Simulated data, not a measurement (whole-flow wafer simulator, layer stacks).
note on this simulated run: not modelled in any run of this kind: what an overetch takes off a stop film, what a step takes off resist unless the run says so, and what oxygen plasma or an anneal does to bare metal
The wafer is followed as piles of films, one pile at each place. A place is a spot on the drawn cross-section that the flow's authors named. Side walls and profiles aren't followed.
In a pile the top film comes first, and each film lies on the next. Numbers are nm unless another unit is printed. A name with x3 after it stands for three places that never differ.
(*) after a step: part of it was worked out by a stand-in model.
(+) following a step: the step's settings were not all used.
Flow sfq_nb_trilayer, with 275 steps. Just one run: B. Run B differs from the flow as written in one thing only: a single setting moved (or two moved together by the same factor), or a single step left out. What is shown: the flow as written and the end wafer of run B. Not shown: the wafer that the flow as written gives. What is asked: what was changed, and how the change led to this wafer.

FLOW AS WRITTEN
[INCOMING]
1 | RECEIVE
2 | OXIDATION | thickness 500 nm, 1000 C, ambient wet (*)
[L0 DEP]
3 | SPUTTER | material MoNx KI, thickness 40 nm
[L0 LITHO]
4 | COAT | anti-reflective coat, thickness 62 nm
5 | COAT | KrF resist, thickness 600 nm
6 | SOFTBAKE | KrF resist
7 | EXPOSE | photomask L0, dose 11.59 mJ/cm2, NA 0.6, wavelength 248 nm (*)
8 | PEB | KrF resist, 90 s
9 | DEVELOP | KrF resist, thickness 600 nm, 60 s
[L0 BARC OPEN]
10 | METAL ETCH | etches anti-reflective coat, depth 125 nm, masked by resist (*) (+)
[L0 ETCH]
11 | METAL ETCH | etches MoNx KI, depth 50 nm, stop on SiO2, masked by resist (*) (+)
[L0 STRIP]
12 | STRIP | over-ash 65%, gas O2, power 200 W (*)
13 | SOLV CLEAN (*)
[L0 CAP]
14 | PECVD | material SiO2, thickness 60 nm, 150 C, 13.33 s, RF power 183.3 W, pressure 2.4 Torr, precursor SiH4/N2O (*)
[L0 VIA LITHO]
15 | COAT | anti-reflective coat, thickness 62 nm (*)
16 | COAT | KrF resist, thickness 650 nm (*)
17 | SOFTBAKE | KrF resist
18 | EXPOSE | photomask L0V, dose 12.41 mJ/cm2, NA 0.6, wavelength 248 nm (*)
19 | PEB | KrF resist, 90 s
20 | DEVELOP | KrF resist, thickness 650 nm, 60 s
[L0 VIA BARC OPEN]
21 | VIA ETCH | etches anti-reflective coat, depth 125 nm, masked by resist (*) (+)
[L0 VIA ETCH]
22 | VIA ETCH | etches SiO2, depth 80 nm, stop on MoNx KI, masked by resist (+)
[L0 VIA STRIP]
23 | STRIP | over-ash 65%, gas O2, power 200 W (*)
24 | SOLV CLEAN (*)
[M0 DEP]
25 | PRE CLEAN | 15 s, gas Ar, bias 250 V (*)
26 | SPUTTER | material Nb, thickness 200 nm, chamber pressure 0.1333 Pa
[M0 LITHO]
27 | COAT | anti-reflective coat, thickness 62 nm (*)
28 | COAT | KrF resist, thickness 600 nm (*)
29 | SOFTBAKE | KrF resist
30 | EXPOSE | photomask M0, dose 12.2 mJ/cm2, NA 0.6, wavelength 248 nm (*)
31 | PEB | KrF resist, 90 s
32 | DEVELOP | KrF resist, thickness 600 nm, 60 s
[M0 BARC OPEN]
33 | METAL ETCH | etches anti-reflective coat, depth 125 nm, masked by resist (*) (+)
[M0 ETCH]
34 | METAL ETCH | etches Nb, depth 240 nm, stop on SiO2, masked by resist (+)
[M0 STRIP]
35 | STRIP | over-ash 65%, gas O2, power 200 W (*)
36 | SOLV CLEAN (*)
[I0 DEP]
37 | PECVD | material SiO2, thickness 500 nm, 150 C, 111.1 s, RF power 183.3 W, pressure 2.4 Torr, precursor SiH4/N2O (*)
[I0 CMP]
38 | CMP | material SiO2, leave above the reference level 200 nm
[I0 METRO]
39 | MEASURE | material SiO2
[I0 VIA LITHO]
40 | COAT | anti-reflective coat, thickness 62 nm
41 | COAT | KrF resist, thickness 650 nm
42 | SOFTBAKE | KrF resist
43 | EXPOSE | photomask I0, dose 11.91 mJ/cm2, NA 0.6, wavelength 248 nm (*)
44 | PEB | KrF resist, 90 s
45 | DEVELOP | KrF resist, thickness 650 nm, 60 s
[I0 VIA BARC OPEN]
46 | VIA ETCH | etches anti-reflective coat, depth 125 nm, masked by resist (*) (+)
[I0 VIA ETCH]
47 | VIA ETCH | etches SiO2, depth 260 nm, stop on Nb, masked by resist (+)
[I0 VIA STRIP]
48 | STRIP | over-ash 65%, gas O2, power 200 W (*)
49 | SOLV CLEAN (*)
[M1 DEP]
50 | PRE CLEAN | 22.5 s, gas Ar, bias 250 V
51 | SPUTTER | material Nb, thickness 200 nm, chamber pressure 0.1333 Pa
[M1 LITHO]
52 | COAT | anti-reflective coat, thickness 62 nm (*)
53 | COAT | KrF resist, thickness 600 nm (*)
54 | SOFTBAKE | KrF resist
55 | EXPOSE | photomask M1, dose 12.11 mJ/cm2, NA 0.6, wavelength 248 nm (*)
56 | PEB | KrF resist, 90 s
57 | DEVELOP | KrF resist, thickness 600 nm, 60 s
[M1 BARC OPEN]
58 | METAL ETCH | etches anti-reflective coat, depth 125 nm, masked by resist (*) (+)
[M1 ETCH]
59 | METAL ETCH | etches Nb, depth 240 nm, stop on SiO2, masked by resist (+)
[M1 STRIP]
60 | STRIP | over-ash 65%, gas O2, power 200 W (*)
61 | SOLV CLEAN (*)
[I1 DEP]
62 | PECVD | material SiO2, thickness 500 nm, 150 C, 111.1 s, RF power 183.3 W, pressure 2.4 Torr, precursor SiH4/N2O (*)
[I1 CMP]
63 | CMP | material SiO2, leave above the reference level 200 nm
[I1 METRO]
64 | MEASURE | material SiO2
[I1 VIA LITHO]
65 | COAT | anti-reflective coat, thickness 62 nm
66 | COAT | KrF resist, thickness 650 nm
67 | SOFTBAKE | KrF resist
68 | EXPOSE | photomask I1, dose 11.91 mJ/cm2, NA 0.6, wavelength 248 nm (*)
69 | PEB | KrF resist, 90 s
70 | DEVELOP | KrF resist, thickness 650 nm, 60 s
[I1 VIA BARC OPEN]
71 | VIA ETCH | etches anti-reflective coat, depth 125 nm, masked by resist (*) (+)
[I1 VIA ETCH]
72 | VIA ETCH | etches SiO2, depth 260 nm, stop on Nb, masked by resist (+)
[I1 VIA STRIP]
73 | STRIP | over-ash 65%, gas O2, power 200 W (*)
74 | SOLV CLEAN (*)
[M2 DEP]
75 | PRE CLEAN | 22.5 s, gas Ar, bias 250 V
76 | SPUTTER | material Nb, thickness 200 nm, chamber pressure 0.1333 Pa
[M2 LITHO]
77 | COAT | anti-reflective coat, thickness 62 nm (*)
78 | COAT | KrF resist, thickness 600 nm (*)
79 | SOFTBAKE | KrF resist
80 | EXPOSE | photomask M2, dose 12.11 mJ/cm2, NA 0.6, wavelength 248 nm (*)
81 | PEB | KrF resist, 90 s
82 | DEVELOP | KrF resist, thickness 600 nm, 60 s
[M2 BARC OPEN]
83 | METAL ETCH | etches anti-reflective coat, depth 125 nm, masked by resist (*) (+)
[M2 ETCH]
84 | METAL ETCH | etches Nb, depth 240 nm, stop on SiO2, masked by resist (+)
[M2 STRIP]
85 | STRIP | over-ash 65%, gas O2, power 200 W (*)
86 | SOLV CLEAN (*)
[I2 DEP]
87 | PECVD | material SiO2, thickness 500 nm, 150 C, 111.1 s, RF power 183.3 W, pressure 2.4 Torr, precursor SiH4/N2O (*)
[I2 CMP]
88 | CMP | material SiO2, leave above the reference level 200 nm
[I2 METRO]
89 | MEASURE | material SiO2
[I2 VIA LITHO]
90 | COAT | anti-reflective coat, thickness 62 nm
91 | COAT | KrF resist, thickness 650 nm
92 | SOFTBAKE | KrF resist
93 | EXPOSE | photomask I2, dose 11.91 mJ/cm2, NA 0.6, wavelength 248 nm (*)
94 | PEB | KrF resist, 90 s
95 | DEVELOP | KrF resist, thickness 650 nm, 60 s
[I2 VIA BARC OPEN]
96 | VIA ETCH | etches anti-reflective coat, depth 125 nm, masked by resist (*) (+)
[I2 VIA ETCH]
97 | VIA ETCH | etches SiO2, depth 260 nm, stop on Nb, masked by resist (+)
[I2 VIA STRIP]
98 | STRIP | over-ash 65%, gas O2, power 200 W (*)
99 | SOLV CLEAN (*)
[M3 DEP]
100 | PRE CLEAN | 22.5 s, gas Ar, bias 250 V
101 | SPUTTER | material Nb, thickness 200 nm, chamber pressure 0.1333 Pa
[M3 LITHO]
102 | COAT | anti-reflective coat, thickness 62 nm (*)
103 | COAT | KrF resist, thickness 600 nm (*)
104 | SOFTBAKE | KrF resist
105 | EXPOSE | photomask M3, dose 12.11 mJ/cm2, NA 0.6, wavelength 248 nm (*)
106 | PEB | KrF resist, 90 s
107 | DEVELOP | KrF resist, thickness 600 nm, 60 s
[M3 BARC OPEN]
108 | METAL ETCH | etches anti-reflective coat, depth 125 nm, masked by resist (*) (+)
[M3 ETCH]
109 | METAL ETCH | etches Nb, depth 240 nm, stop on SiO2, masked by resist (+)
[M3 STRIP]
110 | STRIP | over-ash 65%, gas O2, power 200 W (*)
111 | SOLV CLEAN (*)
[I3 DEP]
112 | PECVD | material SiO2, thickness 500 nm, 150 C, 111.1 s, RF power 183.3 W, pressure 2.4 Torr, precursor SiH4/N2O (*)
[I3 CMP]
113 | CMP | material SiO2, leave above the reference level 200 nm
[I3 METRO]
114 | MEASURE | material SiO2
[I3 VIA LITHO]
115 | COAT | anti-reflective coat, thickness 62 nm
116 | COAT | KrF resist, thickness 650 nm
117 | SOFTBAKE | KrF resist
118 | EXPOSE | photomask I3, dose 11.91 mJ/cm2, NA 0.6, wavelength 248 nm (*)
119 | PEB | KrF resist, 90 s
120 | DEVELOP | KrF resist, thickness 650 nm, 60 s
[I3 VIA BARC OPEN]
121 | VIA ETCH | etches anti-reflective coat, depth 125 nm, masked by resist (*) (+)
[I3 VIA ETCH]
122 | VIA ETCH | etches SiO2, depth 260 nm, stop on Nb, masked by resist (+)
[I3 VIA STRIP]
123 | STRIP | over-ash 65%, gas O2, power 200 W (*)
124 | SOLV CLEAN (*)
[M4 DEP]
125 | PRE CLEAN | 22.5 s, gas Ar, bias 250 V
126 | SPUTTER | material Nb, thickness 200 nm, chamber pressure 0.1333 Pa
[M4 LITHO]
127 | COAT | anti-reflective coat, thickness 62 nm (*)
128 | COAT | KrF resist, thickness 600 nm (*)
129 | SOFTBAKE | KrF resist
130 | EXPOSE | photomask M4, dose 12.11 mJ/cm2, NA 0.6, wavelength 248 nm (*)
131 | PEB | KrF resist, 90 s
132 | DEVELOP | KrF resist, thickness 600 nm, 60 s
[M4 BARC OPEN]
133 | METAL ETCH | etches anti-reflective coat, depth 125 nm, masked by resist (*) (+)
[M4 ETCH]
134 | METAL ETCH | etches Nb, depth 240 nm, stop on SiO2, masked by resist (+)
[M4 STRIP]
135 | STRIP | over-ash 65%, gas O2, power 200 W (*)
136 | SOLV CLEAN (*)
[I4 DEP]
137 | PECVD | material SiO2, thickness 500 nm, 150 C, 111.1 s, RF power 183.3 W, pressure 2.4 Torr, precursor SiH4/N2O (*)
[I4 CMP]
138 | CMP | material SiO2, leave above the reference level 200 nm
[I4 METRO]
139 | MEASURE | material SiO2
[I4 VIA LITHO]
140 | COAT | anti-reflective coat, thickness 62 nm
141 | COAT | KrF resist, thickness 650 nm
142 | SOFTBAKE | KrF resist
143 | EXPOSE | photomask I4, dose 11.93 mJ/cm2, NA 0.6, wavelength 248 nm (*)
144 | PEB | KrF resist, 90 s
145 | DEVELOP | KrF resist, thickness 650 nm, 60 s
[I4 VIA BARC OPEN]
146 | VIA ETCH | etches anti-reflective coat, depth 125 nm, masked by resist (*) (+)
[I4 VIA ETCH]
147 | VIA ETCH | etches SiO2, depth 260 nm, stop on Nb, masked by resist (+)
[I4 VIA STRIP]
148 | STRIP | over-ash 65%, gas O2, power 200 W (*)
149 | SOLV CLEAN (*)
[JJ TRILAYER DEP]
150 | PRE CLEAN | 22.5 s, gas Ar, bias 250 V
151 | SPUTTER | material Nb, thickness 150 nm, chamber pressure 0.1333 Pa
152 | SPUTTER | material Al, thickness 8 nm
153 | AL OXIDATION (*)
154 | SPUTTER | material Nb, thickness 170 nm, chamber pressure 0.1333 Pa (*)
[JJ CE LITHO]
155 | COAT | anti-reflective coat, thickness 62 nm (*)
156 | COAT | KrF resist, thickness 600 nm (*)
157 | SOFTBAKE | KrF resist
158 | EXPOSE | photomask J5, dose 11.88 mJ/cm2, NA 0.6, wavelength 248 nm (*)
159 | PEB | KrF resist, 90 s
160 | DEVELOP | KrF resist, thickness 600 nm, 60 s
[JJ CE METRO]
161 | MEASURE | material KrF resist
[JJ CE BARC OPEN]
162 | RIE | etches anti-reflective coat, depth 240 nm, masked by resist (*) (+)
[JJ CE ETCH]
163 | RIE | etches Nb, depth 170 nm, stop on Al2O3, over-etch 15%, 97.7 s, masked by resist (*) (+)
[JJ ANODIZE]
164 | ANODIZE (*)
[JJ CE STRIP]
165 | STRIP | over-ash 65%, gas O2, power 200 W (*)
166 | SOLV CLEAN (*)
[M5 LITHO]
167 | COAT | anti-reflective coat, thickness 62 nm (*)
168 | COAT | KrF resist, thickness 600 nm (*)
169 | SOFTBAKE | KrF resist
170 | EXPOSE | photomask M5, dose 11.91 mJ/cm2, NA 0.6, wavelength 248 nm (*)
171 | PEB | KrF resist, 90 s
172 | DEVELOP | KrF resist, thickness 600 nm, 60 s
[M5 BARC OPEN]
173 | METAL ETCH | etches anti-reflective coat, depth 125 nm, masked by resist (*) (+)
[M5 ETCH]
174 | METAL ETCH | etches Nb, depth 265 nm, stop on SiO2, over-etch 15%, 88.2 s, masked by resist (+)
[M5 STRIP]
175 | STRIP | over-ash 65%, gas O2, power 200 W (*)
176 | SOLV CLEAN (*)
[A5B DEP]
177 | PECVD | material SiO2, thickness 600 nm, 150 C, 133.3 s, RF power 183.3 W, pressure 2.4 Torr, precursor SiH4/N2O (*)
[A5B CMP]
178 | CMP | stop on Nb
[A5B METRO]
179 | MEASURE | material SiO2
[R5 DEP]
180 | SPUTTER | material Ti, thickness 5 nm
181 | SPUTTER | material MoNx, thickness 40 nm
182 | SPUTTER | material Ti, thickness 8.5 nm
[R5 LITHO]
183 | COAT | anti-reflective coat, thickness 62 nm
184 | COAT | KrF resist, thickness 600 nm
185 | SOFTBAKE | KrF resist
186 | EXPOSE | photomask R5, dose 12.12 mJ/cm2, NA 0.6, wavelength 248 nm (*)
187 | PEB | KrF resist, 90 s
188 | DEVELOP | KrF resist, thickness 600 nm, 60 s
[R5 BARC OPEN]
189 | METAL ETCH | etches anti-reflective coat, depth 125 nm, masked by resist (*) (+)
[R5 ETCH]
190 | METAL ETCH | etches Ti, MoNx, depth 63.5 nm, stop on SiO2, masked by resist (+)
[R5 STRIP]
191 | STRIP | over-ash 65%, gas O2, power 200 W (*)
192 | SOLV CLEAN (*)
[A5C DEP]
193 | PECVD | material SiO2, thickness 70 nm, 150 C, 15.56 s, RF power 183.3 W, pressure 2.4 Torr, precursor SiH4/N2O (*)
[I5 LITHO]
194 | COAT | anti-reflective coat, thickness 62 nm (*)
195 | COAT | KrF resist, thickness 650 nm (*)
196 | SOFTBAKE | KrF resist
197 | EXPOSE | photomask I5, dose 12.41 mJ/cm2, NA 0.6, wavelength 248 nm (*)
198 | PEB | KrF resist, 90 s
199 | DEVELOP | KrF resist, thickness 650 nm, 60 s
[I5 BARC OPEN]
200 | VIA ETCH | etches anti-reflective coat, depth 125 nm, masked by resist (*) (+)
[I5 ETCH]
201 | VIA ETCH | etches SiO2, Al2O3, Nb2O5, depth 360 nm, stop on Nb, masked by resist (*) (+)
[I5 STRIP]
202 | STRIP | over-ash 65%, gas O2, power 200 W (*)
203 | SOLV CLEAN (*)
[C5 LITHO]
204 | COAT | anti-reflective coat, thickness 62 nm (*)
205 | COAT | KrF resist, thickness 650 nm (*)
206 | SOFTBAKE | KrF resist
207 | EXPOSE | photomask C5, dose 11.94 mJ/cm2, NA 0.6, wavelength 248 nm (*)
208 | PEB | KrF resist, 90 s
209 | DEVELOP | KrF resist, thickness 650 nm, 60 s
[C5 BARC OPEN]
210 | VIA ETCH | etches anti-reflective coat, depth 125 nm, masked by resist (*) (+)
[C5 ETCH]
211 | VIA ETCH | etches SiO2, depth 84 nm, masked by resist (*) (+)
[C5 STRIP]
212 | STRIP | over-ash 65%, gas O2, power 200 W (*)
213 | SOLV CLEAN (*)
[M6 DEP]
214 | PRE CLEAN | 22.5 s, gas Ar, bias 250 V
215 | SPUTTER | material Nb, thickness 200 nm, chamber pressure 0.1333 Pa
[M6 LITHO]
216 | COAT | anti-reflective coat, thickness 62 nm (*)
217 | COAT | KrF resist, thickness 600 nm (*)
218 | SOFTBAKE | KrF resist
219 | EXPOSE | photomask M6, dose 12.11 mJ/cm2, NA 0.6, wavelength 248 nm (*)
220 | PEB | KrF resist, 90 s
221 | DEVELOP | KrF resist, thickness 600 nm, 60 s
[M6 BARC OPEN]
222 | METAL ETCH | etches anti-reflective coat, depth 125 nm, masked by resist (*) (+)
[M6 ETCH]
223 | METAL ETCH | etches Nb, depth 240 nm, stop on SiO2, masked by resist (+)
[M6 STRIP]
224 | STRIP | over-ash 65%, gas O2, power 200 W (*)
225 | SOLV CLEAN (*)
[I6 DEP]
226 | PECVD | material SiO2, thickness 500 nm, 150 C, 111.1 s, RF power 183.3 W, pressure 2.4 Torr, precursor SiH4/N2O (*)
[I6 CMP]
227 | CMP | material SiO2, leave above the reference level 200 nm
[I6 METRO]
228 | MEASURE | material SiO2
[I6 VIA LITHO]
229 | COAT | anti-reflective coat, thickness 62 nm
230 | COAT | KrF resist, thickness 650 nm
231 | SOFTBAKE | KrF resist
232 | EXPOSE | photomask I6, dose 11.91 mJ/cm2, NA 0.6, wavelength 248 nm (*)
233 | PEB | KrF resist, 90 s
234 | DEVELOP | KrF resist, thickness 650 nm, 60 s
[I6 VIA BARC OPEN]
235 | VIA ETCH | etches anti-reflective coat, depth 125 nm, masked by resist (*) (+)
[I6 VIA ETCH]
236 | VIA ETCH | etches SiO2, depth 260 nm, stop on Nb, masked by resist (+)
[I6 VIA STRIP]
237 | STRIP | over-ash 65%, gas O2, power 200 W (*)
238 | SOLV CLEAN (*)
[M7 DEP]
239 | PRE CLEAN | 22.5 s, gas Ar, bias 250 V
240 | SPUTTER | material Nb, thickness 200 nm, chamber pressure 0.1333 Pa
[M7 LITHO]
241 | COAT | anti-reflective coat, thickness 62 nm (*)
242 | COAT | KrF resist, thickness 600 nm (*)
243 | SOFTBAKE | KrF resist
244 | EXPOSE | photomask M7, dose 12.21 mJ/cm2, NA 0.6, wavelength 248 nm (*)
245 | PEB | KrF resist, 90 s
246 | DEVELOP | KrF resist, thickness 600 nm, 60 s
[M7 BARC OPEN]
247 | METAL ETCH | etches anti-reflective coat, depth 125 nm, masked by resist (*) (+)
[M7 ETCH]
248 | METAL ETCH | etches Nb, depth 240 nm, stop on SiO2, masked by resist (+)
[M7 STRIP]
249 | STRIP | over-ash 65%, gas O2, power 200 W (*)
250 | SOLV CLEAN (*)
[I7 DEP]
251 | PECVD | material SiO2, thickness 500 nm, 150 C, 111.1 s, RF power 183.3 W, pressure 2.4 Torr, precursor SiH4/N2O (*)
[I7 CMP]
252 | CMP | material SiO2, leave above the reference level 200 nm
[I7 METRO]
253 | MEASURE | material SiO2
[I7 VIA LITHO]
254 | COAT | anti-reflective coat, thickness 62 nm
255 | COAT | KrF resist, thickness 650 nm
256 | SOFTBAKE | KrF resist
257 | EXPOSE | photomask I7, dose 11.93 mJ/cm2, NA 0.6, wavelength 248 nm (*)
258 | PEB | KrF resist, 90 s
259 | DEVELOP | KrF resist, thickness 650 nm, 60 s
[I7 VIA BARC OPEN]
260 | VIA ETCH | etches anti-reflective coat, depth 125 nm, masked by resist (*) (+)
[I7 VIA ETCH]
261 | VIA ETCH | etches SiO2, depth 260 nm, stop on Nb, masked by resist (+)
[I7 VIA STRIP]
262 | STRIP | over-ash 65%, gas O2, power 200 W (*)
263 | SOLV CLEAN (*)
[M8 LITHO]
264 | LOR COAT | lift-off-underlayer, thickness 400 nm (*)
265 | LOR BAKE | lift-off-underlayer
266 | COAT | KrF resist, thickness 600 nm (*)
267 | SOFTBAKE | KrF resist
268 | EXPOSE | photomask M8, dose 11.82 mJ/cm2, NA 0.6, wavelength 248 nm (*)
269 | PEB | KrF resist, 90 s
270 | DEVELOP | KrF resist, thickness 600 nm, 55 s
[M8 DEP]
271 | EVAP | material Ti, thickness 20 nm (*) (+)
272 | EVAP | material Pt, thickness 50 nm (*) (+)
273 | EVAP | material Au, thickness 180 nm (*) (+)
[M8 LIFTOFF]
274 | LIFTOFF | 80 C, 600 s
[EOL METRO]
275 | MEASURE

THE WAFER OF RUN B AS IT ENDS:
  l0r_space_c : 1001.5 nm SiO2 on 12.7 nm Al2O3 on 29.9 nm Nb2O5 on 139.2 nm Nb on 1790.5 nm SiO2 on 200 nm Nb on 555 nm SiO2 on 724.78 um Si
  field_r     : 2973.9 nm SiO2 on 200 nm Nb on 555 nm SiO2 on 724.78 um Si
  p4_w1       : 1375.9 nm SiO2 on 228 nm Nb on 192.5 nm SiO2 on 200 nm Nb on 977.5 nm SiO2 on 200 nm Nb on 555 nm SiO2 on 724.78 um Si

Cause: step 126, SPUTTER: thickness 228 nm was run, while the flow as written has thickness 200 nm.
The wafer itself shows it: p4_w1 has Nb 228, and step 126 as written asks for 200 nm.

Step by step, how the change led to this:
  126 | SPUTTER | material Nb, thickness 200 nm, chamber pressure 0.1333 Pa
      field_l, v_sur, via_wl and 102 more: +228 Nb (new film) (it would be, as written: +200 Nb (new film))
      via_v: +189 Nb (it would be, as written: +165.5 Nb)
  134 | METAL ETCH | etches Nb, depth 240 nm, stop on SiO2, masked by resist (+)
      field_l, be, be_sur and 64 more: -228 Nb (all of it) (it would be, as written: -200 Nb (all of it))
  137 | PECVD | material SiO2, thickness 500 nm, 150 C, 111.1 s, RF power 183.3 W, pressure 2.4 Torr, precursor SiH4/N2O (*)
      p3_s0, p3_s1, p3_s2, p3_s3, p3_s4, p3_s5: +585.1 SiO2 (it would be, as written: +557.1 SiO2)
  138 | CMP | material SiO2, leave above the reference level 200 nm
      field_l, be, be_sur and 55 more: -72 SiO2 (it would be, as written: -100 SiO2)
      lsp_r, l0_sur, l0v: -62.8 SiO2 (it would be, as written: -91.9 SiO2)
